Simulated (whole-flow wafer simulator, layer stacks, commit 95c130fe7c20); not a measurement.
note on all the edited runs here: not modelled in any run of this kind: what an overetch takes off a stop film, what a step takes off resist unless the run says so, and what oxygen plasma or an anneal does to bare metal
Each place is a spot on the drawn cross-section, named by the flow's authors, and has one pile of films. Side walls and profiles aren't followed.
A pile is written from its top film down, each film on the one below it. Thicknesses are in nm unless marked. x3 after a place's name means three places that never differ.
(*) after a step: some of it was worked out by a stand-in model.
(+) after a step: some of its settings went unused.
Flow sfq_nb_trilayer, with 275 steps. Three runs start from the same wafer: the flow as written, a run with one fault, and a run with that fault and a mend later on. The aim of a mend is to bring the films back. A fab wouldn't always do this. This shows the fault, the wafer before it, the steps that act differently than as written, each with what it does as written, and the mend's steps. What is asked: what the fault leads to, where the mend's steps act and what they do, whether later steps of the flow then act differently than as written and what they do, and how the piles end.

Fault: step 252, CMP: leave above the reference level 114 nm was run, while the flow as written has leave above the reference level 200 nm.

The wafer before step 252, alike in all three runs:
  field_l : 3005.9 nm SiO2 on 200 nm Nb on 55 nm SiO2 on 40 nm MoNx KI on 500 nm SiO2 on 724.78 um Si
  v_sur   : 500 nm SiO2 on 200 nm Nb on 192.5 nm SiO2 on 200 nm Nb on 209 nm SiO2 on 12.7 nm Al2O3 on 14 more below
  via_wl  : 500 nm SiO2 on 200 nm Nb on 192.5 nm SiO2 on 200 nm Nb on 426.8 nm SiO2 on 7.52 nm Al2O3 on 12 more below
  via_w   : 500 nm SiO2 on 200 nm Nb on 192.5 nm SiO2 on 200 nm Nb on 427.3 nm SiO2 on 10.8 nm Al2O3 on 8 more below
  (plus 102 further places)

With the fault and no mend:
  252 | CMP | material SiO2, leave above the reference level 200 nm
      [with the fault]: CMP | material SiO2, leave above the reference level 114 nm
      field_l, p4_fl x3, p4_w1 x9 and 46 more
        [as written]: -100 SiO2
        [with the fault]: -186 SiO2
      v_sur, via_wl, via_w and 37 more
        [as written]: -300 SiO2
        [with the fault]: -386 SiO2
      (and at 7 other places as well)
  Later steps of the flow acting differently than as written (not shown: 2 more steps that differ only slightly, by at most 2% or 0.5 nm, whichever is larger):
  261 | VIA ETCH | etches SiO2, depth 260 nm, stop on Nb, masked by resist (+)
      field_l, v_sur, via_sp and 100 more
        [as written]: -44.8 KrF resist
        [with the fault]: -29.4 KrF resist
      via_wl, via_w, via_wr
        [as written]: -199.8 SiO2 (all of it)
        [with the fault]: -113.8 SiO2 (all of it)
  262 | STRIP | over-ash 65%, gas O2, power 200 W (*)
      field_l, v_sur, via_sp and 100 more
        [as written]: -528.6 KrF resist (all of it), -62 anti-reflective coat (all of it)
        [with the fault]: -544 KrF resist (all of it), -62 anti-reflective coat (all of it)
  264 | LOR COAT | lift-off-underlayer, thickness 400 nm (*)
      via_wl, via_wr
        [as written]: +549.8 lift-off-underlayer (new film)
        [with the fault]: +485.4 lift-off-underlayer (new film)
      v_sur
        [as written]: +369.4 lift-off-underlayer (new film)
        [with the fault]: +382.6 lift-off-underlayer (new film)
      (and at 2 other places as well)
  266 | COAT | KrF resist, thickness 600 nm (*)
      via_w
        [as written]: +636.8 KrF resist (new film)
        [with the fault]: +621 KrF resist (new film)
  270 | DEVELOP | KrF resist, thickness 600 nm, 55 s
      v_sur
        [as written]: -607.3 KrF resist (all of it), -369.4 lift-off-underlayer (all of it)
        [with the fault]: -603.6 KrF resist (all of it), -382.6 lift-off-underlayer (all of it)
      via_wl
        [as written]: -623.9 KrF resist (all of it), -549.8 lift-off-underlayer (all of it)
        [with the fault]: -613.1 KrF resist (all of it), -485.4 lift-off-underlayer (all of it)
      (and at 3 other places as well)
  The piles end different from the flow's at field_l, v_sur, via_sp and 100 more by more than 2% or 0.5 nm, whichever is larger.
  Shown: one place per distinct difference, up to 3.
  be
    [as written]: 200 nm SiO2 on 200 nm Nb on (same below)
    [with the fault]: 114 nm SiO2 on 200 nm Nb on (same below)
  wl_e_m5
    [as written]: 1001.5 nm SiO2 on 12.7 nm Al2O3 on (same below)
    [with the fault]: 915.5 nm SiO2 on 12.7 nm Al2O3 on (same below)
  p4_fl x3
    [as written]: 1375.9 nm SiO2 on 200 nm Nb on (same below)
    [with the fault]: 1289.9 nm SiO2 on 200 nm Nb on (same below)

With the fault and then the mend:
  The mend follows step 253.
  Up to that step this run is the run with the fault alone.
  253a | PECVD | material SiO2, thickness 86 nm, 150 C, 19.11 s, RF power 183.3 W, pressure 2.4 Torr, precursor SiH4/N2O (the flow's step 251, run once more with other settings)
      field_l, v_sur, via_wl and 103 more
        +86 SiO2
  Later steps of the flow that are run all act as written at every place that is followed.
  At every place that both follow, the piles at the end match the flow's.
